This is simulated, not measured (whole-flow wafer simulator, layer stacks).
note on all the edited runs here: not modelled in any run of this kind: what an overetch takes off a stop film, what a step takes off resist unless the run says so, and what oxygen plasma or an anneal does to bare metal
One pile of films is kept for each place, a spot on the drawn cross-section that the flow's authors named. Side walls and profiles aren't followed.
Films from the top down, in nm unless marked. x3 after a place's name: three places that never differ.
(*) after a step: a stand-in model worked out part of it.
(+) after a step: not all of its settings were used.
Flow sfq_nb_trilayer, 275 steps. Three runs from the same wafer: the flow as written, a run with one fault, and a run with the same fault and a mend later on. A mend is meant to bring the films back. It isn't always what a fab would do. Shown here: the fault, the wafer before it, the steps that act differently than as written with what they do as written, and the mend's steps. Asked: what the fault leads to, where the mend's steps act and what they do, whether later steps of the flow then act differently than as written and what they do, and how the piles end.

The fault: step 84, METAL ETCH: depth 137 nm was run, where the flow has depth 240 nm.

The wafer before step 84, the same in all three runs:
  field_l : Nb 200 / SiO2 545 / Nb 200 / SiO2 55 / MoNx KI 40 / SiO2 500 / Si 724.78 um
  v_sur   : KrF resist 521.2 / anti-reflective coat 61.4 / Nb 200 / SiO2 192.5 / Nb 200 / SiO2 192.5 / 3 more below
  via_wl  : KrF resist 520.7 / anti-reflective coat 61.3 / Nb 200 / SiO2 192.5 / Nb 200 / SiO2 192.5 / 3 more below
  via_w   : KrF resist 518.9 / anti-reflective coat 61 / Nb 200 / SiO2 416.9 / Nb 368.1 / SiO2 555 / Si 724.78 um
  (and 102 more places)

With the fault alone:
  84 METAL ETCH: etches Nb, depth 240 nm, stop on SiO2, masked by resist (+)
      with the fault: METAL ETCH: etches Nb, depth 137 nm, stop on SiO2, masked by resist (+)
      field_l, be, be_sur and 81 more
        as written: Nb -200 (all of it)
        with the fault: Nb -137
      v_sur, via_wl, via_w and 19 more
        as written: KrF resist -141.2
        with the fault: KrF resist -80.6
  Later steps of the flow that act differently than as written:
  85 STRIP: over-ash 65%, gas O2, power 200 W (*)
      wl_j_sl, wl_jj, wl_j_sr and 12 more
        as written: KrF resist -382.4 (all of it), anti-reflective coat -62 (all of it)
        with the fault: KrF resist -443 (all of it), anti-reflective coat -62 (all of it)
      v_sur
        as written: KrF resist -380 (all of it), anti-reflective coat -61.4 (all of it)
        with the fault: KrF resist -440.6 (all of it), anti-reflective coat -61.4 (all of it)
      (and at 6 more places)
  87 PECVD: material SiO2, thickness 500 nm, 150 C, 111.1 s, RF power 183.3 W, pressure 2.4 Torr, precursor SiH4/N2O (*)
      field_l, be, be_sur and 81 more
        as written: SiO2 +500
        with the fault: SiO2 +500 (new film)
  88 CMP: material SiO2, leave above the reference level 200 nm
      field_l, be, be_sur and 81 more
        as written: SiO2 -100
        with the fault: SiO2 -163
  At the end the piles differ from the flow's by more than 2% or 0.5 nm, whichever is larger, at field_l, be, be_sur and 81 more.
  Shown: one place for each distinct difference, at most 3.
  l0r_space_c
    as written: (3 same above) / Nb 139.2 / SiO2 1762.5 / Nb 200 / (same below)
    with the fault: (3 same above) / Nb 139.2 / SiO2 1114.5 / Nb 63 / SiO2 585 / Nb 200 / (same below)
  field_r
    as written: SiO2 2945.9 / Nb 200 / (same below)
    with the fault: SiO2 2297.9 / Nb 63 / SiO2 585 / Nb 200 / (same below)
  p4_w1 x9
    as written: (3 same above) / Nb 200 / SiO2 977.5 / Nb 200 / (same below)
    with the fault: (3 same above) / Nb 200 / SiO2 329.5 / Nb 63 / SiO2 585 / Nb 200 / (same below)

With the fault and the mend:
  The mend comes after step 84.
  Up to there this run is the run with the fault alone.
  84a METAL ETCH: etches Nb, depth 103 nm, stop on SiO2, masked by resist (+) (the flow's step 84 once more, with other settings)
      field_l, be, be_sur and 81 more
        Nb -63 (all of it)
      v_sur, via_wl, via_w and 19 more
        KrF resist -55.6
  No later step of the flow acts differently than as written, at any place that is followed, by more than 2% or 0.5 nm, whichever is larger.
  At the end the piles are the same as the flow's at every place that both follow.
